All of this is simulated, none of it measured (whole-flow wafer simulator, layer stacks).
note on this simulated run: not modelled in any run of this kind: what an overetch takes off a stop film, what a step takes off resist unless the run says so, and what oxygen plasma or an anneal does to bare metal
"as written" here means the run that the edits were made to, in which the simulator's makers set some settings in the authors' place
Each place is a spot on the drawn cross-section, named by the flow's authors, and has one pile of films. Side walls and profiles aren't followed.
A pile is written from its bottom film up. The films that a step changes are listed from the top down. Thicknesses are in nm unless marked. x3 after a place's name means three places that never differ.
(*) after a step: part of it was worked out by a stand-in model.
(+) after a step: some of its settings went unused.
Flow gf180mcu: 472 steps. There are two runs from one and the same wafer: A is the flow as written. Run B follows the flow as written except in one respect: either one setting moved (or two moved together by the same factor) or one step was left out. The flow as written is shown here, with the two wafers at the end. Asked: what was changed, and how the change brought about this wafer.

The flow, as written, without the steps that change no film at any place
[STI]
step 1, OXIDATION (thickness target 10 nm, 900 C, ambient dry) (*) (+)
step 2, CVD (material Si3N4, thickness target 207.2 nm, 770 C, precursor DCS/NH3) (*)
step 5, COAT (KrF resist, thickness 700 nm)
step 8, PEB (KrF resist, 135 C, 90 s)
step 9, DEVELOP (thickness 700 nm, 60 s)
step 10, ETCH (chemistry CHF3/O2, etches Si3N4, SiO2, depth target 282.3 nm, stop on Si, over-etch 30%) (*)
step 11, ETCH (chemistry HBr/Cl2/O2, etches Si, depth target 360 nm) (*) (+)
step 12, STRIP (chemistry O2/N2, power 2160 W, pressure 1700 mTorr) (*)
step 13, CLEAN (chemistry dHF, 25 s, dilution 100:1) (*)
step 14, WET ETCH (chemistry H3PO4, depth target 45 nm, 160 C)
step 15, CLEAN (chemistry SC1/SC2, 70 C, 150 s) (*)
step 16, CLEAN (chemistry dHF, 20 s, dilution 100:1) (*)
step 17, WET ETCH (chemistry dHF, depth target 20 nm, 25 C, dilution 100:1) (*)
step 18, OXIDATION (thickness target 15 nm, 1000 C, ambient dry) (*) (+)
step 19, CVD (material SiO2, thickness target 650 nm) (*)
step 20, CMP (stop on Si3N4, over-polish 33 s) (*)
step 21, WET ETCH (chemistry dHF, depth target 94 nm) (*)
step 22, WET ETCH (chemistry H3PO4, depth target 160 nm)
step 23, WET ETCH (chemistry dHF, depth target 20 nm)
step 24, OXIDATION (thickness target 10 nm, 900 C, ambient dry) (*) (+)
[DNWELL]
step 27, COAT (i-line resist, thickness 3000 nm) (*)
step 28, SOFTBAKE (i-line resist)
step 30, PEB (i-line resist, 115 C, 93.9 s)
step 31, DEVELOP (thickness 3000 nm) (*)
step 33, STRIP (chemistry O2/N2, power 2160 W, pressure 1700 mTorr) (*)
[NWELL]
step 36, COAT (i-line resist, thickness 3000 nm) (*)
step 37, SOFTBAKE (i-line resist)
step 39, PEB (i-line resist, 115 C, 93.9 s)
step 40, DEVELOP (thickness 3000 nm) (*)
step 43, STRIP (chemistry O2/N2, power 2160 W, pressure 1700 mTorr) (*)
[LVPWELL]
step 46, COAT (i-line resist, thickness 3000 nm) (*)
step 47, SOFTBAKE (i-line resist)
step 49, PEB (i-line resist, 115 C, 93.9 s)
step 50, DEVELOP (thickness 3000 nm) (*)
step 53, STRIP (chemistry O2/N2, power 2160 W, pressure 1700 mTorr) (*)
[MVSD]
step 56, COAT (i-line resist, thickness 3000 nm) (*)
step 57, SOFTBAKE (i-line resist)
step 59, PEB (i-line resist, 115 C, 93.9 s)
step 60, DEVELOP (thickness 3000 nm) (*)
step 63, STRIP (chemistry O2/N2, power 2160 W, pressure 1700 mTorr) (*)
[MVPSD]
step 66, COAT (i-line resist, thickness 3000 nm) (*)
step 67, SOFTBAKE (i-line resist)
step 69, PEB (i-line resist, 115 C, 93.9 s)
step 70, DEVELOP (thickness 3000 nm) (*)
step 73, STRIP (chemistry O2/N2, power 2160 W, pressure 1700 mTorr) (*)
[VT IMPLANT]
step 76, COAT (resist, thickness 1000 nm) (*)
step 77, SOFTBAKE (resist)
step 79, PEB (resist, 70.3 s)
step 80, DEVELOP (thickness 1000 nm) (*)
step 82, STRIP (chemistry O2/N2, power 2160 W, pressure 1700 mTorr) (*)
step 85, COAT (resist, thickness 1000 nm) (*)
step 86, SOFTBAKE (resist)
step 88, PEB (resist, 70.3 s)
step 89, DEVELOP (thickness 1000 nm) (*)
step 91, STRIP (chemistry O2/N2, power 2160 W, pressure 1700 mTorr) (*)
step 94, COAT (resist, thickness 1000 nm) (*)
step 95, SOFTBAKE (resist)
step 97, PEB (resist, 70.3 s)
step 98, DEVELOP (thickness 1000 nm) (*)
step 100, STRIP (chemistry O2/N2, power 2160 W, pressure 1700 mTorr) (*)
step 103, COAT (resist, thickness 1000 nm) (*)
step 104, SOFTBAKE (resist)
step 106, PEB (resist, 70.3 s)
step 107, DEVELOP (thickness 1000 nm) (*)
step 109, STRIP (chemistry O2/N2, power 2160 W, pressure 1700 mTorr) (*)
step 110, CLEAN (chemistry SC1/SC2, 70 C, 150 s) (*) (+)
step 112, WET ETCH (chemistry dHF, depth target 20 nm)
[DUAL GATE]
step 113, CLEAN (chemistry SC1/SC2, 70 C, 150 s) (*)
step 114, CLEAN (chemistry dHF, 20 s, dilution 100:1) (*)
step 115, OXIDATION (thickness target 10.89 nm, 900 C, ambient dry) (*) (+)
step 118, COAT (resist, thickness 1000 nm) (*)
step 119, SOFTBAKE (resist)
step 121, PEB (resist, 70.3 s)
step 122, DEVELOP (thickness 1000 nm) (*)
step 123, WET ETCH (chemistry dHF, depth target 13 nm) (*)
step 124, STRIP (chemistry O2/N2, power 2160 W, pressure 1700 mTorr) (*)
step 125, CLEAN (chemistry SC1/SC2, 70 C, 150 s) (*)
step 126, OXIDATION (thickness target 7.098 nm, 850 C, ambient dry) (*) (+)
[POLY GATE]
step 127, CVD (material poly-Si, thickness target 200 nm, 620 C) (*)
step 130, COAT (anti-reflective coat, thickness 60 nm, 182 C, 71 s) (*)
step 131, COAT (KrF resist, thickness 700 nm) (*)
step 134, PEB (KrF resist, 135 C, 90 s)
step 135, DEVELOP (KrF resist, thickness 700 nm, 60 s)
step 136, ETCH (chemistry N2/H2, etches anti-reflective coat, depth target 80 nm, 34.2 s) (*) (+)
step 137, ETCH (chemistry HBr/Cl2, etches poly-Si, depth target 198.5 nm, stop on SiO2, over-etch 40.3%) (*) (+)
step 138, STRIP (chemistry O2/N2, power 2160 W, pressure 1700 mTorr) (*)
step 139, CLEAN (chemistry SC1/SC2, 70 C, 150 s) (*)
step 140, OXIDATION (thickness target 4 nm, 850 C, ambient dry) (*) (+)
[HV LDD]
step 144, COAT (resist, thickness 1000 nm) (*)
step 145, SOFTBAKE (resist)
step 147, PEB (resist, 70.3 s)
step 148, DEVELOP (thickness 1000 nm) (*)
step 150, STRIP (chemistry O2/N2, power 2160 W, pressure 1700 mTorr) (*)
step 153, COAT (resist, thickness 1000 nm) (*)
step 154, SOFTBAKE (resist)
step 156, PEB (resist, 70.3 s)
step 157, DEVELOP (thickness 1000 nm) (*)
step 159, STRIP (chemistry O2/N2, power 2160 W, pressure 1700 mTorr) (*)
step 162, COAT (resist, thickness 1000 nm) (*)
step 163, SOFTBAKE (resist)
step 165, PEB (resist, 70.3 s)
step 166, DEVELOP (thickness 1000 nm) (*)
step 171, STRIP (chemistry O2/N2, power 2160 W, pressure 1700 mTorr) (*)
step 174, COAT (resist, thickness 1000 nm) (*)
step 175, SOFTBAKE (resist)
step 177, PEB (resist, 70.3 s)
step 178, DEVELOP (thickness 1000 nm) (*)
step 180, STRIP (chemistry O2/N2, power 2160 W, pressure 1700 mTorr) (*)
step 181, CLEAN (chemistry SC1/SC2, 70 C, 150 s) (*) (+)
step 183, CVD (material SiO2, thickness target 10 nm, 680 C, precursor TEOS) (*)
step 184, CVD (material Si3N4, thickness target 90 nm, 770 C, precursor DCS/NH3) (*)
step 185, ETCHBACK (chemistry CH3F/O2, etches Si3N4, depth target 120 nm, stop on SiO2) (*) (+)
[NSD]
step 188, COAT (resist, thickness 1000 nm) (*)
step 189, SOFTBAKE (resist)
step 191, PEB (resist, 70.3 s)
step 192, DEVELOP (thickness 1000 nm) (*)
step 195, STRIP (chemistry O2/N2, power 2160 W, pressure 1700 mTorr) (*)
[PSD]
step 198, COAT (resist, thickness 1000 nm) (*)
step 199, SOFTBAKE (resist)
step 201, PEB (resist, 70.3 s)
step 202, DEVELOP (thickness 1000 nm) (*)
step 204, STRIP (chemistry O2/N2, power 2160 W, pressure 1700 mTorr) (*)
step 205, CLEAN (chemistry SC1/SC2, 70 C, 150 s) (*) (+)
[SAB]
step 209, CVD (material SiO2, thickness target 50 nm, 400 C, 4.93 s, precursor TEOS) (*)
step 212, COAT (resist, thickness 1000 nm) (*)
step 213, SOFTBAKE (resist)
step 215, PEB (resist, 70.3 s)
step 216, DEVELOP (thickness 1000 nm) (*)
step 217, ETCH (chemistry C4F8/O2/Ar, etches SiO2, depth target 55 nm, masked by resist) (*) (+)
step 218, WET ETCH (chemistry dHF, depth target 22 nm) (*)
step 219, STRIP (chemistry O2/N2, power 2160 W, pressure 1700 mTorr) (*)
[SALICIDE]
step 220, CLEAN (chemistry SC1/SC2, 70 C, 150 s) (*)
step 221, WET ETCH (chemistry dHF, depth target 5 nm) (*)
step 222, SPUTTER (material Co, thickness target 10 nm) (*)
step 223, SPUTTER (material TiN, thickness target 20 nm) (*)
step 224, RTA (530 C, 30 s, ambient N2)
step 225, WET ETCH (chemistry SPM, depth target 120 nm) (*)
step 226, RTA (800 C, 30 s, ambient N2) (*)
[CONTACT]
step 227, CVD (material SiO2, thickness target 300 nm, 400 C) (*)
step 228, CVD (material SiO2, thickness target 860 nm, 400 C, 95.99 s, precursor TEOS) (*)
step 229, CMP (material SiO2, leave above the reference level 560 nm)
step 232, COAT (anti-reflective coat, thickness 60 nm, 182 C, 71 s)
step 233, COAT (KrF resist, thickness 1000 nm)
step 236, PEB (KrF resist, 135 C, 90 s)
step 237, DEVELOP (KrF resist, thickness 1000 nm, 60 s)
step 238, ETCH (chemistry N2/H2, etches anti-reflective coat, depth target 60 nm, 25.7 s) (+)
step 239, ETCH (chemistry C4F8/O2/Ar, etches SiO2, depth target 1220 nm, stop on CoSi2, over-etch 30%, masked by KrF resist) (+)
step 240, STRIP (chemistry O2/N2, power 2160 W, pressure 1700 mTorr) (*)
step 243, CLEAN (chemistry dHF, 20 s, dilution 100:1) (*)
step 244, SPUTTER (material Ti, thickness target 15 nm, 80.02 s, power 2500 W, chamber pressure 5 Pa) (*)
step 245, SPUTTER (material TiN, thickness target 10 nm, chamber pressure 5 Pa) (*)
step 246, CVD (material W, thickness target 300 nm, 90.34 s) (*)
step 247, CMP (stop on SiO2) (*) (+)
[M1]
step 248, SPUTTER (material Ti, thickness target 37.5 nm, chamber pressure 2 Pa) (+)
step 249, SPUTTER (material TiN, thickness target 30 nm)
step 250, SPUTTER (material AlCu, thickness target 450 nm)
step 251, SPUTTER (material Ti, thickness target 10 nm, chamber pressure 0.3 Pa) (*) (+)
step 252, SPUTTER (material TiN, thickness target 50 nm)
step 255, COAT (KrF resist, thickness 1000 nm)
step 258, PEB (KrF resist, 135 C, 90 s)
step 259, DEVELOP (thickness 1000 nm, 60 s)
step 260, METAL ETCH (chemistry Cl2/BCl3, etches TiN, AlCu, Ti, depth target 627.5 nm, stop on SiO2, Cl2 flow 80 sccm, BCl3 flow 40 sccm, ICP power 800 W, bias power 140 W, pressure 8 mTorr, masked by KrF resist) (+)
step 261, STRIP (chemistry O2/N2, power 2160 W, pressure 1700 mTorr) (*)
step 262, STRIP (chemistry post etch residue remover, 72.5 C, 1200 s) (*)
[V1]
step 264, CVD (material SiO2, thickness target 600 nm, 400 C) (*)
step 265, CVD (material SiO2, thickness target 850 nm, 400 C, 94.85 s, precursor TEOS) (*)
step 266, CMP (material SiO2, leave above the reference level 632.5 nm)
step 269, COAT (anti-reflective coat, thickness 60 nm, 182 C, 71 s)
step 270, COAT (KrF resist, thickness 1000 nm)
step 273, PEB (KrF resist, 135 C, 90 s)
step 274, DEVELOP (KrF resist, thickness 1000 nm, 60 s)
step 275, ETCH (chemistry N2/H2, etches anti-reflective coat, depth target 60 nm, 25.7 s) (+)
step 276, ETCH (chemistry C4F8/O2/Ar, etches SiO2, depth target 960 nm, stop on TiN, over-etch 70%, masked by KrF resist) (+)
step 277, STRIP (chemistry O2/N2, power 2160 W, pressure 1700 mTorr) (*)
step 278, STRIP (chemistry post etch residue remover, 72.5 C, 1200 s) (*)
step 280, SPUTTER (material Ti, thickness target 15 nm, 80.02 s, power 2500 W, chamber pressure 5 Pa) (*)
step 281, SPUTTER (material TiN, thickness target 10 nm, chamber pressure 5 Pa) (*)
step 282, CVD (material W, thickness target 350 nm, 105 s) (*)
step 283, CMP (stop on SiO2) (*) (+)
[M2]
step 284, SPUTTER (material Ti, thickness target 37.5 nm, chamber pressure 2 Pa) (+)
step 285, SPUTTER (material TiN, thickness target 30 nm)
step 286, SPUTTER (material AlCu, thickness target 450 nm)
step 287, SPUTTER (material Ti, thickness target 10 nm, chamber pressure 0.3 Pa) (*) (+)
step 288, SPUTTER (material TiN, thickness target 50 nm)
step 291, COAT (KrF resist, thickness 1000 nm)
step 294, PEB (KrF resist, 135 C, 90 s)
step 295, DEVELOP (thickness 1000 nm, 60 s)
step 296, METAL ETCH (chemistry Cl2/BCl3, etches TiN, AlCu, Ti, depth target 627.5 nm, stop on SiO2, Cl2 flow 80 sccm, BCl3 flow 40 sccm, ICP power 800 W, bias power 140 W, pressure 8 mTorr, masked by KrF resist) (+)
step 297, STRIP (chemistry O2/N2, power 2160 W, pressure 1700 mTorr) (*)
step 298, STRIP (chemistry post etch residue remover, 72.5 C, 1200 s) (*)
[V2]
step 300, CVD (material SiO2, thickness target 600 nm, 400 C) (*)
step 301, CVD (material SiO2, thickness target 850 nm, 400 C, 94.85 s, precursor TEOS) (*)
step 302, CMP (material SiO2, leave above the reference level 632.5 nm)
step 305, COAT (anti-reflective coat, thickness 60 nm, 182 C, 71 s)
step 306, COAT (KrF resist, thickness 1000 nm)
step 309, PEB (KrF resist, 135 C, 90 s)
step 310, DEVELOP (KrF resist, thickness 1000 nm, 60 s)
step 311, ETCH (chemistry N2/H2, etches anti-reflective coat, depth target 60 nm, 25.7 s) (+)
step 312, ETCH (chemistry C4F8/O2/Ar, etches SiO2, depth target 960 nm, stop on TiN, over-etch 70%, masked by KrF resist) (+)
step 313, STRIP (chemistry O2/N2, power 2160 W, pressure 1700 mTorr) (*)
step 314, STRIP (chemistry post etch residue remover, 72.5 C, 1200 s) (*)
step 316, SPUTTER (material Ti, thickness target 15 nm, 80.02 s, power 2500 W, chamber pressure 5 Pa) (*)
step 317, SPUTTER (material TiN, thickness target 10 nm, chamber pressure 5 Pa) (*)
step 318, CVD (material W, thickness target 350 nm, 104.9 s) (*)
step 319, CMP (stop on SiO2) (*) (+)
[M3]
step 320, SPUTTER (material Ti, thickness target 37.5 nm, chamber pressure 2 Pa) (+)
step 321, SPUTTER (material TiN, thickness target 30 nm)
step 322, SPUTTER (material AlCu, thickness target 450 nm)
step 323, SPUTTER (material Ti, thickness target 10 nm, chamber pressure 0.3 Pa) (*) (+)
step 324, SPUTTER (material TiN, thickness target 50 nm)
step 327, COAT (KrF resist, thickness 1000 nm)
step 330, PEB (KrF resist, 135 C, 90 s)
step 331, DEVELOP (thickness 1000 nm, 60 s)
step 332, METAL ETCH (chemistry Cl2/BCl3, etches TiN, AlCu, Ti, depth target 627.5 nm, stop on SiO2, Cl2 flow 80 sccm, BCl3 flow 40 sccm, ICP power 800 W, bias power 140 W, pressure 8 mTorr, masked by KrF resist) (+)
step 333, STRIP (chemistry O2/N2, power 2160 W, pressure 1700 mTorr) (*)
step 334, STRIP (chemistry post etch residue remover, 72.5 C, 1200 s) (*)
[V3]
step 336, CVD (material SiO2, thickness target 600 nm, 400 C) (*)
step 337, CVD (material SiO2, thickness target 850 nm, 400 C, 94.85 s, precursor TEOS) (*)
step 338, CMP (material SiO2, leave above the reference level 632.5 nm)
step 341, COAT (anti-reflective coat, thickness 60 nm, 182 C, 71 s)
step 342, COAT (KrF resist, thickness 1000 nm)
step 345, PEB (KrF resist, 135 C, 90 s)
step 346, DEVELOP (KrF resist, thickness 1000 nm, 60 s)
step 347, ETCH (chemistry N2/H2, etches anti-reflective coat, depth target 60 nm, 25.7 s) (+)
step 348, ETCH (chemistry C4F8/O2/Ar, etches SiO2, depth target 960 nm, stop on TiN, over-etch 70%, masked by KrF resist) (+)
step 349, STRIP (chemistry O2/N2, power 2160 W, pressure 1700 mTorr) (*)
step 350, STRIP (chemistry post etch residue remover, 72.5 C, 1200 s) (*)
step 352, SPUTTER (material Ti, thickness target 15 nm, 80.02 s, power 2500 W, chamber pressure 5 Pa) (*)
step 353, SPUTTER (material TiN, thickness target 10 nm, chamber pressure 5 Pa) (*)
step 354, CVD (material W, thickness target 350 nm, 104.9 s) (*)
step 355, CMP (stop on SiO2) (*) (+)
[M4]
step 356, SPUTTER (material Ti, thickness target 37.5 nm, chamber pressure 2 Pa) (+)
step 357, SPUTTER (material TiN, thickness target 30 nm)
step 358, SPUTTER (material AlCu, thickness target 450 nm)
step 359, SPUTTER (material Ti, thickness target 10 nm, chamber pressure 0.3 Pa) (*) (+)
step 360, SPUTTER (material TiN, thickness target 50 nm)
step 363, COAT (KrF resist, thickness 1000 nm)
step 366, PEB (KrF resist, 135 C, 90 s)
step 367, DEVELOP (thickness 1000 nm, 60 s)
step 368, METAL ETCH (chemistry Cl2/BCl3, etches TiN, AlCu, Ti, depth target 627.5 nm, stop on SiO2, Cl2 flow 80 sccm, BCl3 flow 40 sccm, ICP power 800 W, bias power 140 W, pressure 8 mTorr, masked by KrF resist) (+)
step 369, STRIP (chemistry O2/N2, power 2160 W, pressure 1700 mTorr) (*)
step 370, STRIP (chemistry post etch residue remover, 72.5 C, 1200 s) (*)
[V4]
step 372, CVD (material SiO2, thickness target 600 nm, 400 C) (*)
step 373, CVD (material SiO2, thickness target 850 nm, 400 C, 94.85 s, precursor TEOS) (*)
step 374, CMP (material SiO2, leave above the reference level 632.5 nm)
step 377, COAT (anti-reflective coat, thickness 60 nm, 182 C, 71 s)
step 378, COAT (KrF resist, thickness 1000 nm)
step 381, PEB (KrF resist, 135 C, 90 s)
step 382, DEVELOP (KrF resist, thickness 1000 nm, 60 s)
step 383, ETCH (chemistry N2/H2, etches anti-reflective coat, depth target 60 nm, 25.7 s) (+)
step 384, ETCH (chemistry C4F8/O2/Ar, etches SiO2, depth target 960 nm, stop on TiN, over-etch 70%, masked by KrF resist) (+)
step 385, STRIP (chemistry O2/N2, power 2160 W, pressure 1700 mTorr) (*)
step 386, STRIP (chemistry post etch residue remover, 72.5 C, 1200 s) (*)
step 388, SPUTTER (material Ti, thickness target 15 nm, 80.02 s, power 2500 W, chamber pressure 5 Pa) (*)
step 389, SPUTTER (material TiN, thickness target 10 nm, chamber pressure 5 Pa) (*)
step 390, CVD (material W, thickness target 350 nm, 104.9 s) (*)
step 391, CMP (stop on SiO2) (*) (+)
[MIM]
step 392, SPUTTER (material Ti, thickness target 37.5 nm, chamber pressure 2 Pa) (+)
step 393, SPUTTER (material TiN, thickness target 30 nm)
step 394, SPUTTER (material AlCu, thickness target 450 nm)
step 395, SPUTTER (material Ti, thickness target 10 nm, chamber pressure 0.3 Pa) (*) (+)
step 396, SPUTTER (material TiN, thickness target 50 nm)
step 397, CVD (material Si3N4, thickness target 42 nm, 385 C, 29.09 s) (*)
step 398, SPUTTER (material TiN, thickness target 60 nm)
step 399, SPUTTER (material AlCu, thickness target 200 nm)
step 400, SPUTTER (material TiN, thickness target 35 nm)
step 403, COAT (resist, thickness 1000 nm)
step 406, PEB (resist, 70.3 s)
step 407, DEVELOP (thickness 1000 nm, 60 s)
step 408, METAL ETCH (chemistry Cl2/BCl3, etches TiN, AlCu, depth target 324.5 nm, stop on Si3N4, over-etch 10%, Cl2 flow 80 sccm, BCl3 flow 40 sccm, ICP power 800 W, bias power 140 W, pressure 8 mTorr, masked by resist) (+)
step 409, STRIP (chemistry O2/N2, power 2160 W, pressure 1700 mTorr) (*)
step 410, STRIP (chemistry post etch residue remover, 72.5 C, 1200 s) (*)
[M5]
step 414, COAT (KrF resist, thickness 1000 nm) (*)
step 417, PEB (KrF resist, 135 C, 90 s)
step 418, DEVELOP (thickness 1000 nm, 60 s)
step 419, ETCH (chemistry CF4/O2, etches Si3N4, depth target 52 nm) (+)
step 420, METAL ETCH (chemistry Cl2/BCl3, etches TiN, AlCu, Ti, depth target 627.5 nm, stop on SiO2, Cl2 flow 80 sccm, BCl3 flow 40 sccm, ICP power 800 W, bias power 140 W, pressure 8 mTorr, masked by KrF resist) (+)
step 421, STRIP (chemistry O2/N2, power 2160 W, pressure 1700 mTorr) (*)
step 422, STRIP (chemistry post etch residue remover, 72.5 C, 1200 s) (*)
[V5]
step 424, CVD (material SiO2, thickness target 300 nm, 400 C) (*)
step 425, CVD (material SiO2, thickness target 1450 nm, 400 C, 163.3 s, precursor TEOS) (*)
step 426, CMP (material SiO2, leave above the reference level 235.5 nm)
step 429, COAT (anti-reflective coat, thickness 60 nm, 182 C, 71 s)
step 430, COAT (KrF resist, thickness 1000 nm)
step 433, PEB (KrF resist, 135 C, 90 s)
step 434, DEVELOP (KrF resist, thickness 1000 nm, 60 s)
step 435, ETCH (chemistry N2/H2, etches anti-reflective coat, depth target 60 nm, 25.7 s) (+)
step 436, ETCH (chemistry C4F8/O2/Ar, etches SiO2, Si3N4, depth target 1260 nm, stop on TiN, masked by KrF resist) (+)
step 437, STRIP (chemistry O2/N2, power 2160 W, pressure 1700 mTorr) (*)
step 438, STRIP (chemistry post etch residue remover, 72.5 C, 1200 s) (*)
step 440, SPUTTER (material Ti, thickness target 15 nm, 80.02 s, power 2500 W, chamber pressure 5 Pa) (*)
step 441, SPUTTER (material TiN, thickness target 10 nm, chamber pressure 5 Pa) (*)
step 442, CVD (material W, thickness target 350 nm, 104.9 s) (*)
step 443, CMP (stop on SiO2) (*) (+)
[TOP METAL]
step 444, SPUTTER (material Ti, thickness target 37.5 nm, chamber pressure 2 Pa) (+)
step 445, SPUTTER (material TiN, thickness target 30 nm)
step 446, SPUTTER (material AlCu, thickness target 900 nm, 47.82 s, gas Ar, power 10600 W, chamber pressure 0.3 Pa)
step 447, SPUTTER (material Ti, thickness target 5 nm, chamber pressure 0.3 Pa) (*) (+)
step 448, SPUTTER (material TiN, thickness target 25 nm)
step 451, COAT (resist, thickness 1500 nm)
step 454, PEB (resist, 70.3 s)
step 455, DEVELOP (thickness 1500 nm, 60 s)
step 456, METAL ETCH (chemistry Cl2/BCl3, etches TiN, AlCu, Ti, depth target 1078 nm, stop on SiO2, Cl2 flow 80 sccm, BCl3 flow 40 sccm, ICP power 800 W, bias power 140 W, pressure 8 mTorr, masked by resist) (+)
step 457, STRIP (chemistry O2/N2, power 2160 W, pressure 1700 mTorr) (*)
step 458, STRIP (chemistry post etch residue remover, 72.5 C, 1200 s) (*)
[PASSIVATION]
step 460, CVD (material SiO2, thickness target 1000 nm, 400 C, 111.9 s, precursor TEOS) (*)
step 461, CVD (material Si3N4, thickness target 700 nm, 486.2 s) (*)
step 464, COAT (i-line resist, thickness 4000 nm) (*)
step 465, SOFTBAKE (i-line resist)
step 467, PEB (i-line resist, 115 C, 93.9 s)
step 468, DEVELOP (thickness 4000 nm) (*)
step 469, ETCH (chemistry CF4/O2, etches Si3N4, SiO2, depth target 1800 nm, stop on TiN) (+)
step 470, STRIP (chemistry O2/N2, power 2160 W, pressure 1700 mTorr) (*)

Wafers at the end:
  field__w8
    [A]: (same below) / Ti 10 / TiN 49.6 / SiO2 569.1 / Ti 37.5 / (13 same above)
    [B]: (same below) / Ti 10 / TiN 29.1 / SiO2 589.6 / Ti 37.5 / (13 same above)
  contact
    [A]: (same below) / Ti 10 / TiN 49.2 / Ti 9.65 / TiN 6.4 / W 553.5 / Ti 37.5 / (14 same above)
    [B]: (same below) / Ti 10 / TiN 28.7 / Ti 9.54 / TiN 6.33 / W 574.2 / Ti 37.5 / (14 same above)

The reason: step 360, SPUTTER: thickness target 29.5 nm was run, though the flow has thickness target 50 nm.

How this came from the change, step by step:
  step 360, SPUTTER (material TiN, thickness target 50 nm)
      field, field__w1, field__w2 and 108 more: A +50 TiN (new film) | B +29.5 TiN (new film)
  step 368, METAL ETCH (chemistry Cl2/BCl3, etches TiN, AlCu, Ti, depth target 627.5 nm, stop on SiO2, Cl2 flow 80 sccm, BCl3 flow 40 sccm, ICP power 800 W, bias power 140 W, pressure 8 mTorr, masked by KrF resist) (+)
      field, field__w1, field__w2 and 103 more: A -50 TiN (all of it), -10 Ti (all of it), -450 AlCu (all of it), -30 TiN (all of it), -37.5 Ti (all of it) | B -29.5 TiN (all of it), -10 Ti (all of it), -450 AlCu (all of it), -30 TiN (all of it), -37.5 Ti (all of it)
  step 374, CMP (material SiO2, leave above the reference level 632.5 nm)
      field__w8, contact, m1, m1__w1, m1_nw: A -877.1 SiO2 | B -856.6 SiO2
  step 384, ETCH (chemistry C4F8/O2/Ar, etches SiO2, depth target 960 nm, stop on TiN, over-etch 70%, masked by KrF resist) (+)
      contact: A -572.5 SiO2 (all of it) | B -593 SiO2 (all of it)
  step 390, CVD (material W, thickness target 350 nm, 104.9 s) (*)
      contact: A +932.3 W (new film) | B +953 W (new film)
